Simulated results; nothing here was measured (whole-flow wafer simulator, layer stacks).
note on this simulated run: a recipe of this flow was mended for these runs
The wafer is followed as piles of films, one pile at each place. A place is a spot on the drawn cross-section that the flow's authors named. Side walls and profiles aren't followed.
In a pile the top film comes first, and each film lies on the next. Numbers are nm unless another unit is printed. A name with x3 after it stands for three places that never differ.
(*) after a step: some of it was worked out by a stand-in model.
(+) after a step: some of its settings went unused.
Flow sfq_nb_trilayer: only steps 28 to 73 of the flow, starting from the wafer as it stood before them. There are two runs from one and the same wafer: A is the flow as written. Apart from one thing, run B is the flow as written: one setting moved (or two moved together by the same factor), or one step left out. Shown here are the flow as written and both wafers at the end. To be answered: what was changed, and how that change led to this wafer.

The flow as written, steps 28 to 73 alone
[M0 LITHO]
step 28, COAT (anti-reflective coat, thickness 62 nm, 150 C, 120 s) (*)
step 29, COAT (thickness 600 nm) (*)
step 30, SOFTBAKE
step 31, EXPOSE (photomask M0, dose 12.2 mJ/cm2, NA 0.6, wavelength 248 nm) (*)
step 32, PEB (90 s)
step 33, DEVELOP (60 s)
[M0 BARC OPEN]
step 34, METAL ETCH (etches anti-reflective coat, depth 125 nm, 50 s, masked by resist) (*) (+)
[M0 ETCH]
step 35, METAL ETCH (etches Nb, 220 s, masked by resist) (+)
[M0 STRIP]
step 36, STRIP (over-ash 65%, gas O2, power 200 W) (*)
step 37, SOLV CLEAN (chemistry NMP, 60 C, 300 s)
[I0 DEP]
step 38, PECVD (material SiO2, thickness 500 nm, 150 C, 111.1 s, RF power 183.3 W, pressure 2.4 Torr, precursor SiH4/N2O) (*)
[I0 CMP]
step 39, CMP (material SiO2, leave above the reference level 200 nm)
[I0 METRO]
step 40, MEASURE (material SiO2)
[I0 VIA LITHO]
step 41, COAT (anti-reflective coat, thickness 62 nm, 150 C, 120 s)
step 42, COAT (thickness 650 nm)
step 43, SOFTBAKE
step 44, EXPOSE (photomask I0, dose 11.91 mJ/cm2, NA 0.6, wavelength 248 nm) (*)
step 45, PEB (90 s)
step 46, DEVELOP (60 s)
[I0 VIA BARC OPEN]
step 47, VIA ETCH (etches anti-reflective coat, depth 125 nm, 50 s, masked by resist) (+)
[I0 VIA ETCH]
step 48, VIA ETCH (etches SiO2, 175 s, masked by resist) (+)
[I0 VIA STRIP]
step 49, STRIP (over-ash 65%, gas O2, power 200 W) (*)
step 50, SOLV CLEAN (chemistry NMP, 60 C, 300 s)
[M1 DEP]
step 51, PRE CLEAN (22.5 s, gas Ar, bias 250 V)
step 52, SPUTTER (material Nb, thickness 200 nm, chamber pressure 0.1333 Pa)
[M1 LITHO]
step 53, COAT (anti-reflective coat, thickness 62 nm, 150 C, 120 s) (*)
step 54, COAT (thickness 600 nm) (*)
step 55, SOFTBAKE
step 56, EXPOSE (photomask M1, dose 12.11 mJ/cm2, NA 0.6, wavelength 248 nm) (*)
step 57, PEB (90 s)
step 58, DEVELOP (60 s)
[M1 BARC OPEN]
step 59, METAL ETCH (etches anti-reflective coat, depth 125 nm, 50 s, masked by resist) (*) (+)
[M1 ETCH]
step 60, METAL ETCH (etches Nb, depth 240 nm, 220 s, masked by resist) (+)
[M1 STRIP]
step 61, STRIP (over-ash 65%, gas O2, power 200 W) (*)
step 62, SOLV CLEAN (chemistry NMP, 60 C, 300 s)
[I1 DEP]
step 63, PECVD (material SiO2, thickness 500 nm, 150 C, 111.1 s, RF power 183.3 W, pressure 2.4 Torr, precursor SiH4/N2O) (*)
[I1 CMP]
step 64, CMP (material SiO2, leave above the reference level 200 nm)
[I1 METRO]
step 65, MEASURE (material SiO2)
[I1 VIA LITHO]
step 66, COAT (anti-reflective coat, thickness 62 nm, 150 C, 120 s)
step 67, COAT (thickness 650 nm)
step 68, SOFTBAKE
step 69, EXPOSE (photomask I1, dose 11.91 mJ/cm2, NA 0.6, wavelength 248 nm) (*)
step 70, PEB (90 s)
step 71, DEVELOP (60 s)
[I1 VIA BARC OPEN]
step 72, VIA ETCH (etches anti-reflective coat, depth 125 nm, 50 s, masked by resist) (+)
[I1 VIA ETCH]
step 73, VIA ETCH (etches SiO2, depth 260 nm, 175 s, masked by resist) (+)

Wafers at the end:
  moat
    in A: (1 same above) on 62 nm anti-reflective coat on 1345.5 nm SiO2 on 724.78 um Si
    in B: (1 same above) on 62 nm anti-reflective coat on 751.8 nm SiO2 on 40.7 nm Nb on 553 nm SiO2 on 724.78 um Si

The reason: step 35, METAL ETCH: 146 s was run, whereas the flow has 220 s.

Step by step, how the change led to this:
  step 35, METAL ETCH (etches Nb, 220 s, masked by resist) (+)
      moat, m0r_space_l x2: A Nb loses 200 (all of it), SiO2 loses 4 | B Nb loses 159.3
      field_l, v_sur, via_wl and 100 more: A KrF-resist-other-grade loses 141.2 | B KrF-resist-other-grade loses 93.7
  step 36, STRIP (over-ash 65%, gas O2, power 200 W) (*)
      p4_fl x53, wl_j_sl x16, wl_d_sl x2: A KrF-resist-other-grade loses 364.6 (all of it), anti-reflective coat loses 62 (all of it) | B KrF-resist-other-grade loses 412.1 (all of it), anti-reflective coat loses 62 (all of it)
      jj_sur, ce_l, res, r_end: A KrF-resist-other-grade loses 370.5 (all of it), anti-reflective coat loses 63.7 (all of it) | B KrF-resist-other-grade loses 418 (all of it), anti-reflective coat loses 63.7 (all of it)
      (and at 28 other places as well)
  step 38, PECVD (material SiO2, thickness 500 nm, 150 C, 111.1 s, RF power 183.3 W, pressure 2.4 Torr, precursor SiH4/N2O) (*)
      moat, m0r_space_l x2: A SiO2 gains 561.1 | B SiO2 gains 516.3 (new film)
Taking metal films that touch as one body, moat has 1 body; the flow as written gives 0 bodies.
